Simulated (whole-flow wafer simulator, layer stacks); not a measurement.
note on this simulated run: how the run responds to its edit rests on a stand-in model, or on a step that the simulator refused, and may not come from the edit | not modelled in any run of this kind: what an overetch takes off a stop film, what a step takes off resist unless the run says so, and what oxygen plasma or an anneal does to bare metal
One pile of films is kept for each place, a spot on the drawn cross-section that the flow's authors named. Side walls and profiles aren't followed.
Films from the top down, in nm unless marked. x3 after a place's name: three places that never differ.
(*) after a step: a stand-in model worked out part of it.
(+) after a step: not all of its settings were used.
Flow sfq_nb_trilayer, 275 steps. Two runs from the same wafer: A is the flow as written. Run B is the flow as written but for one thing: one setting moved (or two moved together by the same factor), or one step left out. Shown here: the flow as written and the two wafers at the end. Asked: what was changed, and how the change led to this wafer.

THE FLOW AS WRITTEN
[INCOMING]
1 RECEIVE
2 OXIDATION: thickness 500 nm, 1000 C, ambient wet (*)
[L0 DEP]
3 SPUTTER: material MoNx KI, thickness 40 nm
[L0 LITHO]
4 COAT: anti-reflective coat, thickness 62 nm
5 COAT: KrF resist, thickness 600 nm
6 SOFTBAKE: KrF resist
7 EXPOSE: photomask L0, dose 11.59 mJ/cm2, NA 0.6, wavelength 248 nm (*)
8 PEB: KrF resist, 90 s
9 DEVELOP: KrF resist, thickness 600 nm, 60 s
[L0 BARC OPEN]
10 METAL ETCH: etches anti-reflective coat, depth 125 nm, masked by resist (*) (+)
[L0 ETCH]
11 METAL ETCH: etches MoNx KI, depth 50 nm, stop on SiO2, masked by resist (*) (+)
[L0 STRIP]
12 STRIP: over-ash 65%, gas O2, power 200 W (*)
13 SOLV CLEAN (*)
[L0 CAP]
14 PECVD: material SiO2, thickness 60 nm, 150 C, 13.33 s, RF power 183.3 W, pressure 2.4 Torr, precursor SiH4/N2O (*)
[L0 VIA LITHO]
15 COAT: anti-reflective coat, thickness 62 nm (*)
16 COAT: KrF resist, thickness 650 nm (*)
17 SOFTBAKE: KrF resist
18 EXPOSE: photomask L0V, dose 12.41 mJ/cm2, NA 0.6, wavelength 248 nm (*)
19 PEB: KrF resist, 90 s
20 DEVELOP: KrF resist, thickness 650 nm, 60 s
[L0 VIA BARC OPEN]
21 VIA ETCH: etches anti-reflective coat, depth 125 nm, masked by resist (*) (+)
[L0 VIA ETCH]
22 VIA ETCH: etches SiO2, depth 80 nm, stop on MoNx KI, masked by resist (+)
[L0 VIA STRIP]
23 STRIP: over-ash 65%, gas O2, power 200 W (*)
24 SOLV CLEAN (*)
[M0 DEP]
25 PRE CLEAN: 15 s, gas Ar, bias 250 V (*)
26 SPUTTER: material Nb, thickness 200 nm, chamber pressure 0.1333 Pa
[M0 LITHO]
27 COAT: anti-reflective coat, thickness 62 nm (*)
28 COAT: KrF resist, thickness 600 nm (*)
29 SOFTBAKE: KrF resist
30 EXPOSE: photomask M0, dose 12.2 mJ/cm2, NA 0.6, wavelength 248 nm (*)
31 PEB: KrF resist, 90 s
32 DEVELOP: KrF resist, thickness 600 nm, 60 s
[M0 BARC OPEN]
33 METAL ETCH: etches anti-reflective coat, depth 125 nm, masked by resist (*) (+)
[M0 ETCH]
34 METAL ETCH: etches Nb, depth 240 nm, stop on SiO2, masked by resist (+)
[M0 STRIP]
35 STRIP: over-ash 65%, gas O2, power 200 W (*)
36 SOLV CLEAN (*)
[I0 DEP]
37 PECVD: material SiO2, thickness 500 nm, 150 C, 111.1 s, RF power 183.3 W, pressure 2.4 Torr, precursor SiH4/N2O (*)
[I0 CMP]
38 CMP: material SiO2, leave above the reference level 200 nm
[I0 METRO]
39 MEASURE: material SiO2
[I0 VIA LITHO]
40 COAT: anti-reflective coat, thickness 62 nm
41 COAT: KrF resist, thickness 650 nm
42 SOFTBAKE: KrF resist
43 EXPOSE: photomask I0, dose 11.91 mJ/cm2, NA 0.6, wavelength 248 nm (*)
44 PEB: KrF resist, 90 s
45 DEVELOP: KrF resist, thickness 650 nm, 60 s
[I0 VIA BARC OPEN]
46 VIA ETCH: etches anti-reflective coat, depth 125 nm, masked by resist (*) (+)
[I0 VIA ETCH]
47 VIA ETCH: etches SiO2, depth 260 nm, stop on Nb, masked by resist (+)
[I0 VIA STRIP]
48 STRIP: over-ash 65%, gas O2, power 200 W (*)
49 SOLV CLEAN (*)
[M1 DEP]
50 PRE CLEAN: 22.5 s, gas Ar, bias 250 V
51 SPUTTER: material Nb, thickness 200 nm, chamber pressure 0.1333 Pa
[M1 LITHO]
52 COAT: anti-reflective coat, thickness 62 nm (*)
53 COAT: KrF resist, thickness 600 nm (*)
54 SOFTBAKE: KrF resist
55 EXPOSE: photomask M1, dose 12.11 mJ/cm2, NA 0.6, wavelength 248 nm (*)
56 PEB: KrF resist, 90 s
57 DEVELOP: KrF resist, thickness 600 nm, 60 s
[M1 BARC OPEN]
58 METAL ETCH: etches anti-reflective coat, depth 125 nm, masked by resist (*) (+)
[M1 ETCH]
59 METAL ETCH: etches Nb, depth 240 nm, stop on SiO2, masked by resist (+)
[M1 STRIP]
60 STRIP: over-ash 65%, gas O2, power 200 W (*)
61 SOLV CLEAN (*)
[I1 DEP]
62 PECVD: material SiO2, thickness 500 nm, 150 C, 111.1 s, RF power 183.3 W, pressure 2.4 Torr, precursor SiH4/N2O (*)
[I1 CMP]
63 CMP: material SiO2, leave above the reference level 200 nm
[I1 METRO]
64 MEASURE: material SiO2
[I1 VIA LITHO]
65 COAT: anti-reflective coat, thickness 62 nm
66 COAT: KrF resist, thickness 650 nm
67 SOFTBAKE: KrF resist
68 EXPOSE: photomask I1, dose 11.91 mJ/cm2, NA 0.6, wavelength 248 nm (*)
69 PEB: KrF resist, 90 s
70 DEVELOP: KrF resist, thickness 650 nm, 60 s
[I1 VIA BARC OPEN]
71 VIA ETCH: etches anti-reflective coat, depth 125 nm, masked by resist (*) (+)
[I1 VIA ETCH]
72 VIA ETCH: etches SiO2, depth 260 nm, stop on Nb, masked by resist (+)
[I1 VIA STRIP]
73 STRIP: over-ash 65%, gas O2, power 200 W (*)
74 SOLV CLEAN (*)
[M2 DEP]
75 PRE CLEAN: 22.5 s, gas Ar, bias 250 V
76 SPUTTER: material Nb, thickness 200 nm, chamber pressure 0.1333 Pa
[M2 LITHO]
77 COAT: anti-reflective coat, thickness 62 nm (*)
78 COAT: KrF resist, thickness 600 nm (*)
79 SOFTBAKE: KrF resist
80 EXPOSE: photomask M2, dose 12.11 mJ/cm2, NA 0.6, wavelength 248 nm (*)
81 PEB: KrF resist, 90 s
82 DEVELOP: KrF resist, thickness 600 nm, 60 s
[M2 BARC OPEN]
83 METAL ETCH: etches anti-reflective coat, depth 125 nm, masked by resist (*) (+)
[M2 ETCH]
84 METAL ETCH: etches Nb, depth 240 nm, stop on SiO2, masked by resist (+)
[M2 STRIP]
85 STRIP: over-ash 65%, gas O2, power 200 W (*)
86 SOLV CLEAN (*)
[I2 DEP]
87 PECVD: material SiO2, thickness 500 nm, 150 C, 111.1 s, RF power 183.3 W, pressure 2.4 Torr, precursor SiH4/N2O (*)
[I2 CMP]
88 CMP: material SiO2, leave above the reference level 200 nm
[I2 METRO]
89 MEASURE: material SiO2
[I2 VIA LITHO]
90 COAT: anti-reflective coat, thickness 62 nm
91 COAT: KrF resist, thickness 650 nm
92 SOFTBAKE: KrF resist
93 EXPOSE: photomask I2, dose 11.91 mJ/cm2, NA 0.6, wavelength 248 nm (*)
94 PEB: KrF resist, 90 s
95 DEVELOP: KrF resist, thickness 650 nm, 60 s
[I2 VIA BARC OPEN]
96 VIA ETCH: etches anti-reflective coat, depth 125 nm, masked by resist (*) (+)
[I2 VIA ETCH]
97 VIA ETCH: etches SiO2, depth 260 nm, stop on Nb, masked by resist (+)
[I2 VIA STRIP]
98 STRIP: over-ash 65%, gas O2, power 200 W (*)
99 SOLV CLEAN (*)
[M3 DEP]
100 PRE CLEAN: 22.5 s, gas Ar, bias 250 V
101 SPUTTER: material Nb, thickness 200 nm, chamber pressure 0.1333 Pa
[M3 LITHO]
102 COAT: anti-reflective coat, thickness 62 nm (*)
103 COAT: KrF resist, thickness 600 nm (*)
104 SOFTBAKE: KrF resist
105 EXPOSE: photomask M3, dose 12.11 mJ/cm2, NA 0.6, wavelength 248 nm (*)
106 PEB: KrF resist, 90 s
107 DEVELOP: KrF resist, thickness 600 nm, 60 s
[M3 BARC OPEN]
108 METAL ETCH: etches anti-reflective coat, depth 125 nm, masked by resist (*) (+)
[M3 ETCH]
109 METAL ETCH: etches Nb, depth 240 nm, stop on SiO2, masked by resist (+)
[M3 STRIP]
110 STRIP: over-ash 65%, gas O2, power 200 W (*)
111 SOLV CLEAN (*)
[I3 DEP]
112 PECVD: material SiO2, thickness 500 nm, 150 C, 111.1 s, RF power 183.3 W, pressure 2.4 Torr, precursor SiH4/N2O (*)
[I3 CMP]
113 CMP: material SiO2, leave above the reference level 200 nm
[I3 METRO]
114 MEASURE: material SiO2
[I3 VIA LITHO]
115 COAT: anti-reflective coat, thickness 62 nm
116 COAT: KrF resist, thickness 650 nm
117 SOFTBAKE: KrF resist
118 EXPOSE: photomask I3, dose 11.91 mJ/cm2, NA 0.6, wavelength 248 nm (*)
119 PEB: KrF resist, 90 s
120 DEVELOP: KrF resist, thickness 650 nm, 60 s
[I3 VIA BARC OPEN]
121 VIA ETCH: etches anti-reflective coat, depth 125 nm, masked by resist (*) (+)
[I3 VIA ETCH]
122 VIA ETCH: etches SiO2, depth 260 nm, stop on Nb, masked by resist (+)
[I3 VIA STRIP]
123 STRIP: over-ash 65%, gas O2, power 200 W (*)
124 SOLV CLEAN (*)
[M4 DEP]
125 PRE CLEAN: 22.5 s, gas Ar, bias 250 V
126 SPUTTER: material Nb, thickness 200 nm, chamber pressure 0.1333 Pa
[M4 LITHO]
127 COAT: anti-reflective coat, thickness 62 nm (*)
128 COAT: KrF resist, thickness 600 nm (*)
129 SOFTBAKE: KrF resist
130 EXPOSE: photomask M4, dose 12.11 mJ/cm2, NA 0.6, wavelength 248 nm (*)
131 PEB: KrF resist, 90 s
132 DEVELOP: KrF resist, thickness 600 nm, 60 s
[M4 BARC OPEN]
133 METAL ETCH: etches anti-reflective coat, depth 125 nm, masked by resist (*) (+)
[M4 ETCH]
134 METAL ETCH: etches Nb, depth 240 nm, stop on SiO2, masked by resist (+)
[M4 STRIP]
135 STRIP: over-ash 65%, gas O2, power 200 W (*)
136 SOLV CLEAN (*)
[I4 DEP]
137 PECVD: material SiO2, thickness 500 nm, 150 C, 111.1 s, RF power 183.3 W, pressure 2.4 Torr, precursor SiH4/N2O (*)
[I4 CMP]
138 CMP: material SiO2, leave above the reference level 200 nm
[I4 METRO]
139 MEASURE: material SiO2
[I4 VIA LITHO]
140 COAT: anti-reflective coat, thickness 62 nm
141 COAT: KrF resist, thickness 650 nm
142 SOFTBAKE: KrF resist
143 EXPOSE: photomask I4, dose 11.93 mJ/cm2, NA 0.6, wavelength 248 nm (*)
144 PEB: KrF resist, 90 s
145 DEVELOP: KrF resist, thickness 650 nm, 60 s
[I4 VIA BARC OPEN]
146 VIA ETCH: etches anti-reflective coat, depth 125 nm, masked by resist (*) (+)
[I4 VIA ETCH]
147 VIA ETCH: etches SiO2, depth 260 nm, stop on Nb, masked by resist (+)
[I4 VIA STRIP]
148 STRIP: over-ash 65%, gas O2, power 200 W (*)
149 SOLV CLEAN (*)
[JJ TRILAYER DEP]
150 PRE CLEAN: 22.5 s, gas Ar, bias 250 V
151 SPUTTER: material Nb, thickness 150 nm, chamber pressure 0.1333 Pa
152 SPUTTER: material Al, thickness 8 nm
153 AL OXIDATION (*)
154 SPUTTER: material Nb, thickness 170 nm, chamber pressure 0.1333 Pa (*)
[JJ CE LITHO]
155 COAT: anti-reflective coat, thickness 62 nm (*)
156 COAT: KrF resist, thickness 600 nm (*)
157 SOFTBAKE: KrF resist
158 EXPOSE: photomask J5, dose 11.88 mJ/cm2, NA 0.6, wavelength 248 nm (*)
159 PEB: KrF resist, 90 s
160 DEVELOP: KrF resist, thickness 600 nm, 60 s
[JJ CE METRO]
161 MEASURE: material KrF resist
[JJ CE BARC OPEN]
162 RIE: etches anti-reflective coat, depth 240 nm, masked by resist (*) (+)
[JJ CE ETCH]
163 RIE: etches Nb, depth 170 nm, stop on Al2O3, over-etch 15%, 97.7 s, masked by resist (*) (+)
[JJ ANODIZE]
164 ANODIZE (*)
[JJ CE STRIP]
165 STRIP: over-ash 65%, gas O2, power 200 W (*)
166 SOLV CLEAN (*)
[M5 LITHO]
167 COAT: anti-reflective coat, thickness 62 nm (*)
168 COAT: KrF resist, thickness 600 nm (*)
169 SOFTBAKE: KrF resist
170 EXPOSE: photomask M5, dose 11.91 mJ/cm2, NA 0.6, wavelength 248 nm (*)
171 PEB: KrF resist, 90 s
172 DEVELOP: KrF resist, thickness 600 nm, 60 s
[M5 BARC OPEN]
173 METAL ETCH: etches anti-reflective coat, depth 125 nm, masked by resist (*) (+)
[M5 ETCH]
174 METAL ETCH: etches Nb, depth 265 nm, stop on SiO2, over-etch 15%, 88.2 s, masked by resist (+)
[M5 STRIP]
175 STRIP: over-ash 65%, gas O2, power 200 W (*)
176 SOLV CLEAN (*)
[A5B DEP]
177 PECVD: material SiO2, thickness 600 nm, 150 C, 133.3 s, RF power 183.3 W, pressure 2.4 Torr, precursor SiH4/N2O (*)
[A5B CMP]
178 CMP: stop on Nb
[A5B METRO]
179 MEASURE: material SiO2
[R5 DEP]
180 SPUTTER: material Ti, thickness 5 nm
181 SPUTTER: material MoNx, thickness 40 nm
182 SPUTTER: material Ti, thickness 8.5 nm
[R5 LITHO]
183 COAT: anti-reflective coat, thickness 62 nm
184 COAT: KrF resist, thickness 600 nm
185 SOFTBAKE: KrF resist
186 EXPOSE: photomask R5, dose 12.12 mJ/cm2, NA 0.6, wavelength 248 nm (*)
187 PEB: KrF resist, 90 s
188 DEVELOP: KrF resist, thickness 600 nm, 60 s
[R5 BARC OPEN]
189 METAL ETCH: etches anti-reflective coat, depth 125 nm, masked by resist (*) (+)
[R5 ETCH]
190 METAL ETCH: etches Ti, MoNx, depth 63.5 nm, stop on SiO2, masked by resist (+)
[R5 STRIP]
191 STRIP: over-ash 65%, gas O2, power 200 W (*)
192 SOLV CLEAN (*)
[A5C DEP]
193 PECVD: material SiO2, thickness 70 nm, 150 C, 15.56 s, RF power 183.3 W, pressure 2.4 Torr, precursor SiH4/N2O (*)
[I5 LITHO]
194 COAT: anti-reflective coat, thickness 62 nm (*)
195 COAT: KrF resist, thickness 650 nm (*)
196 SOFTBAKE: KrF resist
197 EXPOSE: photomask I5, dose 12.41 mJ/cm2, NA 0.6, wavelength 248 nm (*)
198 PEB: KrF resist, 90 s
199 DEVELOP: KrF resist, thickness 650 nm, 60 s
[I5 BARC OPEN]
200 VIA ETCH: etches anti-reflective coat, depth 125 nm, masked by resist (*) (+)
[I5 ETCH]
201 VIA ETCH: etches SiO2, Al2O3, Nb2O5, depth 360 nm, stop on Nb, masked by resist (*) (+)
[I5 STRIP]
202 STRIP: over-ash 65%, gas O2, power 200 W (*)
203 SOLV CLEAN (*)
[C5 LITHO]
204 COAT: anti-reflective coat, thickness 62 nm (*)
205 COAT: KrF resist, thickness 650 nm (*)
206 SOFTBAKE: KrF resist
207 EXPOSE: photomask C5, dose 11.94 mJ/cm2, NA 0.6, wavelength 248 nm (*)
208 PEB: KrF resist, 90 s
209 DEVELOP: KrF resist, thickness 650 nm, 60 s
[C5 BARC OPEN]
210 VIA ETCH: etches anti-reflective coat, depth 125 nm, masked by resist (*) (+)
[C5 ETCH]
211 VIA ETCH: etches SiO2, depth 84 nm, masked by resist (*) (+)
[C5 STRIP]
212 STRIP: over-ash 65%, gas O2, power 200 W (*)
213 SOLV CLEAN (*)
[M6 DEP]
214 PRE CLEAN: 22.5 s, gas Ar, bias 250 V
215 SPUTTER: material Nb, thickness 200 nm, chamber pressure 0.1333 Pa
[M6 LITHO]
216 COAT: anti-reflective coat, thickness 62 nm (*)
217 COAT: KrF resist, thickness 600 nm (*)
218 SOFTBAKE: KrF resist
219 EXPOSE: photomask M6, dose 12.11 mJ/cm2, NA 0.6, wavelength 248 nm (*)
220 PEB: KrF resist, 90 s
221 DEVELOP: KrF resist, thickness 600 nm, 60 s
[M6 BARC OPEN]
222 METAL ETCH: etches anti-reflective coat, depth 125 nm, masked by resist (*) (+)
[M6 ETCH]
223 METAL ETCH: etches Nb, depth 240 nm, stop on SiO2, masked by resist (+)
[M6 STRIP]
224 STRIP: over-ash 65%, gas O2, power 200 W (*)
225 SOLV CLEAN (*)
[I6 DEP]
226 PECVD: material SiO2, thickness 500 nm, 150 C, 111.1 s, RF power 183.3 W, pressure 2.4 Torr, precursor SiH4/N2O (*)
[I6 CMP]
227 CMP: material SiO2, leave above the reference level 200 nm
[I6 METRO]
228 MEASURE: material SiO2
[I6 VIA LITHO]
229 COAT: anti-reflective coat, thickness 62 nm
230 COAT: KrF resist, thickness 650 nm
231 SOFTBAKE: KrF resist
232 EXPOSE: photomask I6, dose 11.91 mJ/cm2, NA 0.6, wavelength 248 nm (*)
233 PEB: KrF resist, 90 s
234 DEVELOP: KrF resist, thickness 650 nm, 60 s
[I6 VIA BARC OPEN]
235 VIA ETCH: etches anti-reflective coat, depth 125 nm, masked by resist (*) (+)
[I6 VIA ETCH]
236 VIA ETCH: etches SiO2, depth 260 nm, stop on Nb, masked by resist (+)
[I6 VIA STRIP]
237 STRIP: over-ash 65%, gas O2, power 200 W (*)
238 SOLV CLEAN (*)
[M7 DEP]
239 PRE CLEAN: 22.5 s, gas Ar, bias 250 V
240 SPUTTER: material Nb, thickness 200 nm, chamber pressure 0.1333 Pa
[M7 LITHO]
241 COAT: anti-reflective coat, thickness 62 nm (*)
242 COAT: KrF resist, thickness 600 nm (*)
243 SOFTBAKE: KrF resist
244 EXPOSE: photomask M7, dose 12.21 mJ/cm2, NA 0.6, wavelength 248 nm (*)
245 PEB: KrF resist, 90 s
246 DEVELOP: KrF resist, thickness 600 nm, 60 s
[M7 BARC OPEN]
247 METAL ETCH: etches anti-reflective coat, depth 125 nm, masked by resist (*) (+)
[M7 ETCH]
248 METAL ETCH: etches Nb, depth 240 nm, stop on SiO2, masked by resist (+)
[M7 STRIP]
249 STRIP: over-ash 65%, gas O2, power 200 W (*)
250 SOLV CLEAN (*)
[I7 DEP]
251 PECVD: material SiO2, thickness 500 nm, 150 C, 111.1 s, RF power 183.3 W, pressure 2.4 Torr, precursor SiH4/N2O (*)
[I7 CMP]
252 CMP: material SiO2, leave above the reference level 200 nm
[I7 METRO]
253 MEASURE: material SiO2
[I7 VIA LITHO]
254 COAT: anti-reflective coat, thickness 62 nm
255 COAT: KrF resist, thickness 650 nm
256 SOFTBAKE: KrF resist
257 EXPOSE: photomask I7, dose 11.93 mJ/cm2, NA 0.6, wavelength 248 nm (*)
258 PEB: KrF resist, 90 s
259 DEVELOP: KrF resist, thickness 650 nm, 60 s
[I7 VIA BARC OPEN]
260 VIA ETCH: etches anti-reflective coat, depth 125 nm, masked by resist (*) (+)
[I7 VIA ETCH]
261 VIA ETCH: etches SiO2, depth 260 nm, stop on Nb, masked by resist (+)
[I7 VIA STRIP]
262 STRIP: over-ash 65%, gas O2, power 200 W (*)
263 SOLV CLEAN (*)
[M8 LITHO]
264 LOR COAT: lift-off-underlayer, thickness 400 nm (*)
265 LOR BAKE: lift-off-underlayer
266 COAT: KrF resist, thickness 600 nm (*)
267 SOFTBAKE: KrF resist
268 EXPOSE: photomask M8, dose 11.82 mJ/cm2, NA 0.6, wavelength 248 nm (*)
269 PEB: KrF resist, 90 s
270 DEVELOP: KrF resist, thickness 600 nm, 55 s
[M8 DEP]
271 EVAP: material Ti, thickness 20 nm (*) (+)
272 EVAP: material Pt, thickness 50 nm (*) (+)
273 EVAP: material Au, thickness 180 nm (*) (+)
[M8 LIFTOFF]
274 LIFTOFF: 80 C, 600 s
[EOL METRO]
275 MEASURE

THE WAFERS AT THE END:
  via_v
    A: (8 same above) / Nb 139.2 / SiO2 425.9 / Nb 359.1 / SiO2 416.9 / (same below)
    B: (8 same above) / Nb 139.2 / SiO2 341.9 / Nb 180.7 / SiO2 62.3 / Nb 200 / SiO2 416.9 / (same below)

The cause: step 122, VIA ETCH: depth 130 nm was run, where the flow has depth 260 nm.

How the change led to this, step by step:
  122 VIA ETCH: etches SiO2, depth 260 nm, stop on Nb, masked by resist (+)
      via_v: A SiO2 -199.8 (all of it) | B SiO2 -130
      field_l, v_sur, via_wl and 102 more: A KrF resist -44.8 | B KrF resist -22.4
  123 STRIP: over-ash 65%, gas O2, power 200 W (*)
      field_l, v_sur, via_wl and 102 more: A KrF resist -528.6 (all of it), anti-reflective coat -62 (all of it) | B KrF resist -551 (all of it), anti-reflective coat -62 (all of it)
  125 PRE CLEAN: 22.5 s, gas Ar, bias 250 V
      via_v: A Nb -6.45 | B SiO2 -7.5
  126 SPUTTER: material Nb, thickness 200 nm, chamber pressure 0.1333 Pa
      via_v: A Nb +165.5 | B Nb +180.7 (new film)
  127 COAT: anti-reflective coat, thickness 62 nm (*)
      via_sp: A anti-reflective coat +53 (new film) | B anti-reflective coat +54.4 (new film)
      via_v: A anti-reflective coat +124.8 (new film) | B anti-reflective coat +108.9 (new film)
      (and at 1 more place)
  128 COAT: KrF resist, thickness 600 nm (*)
      via_v: A KrF resist +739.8 (new film) | B KrF resist +682.9 (new film)
  135 STRIP: over-ash 65%, gas O2, power 200 W (*)
      via_sp: A KrF resist -373.9 (all of it), anti-reflective coat -53 (all of it) | B KrF resist -378.6 (all of it), anti-reflective coat -54.4 (all of it)
      via_v: A KrF resist -521.8 (all of it), anti-reflective coat -124.8 (all of it) | B KrF resist -465.1 (all of it), anti-reflective coat -108.9 (all of it)
      (and at 1 more place)
  137 PECVD: material SiO2, thickness 500 nm, 150 C, 111.1 s, RF power 183.3 W, pressure 2.4 Torr, precursor SiH4/N2O (*)
      via_v: A SiO2 +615 (new film) | B SiO2 +506.5 (new film)
  138 CMP: material SiO2, leave above the reference level 200 nm
      via_v: A SiO2 -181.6 | B SiO2 -157.1
Counting metal films that touch as one body, via_v has 7 bodies (between them, from the top down: SiO2 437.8; SiO2 209 / Al2O3 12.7 / Nb2O5 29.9; SiO2 341.9; SiO2 62.3; SiO2 416.9; SiO2 192.5); the flow as written gives 6 bodies (between them, from the top down: SiO2 437.8; SiO2 209 / Al2O3 12.7 / Nb2O5 29.9; SiO2 425.9; SiO2 416.9; SiO2 192.5).
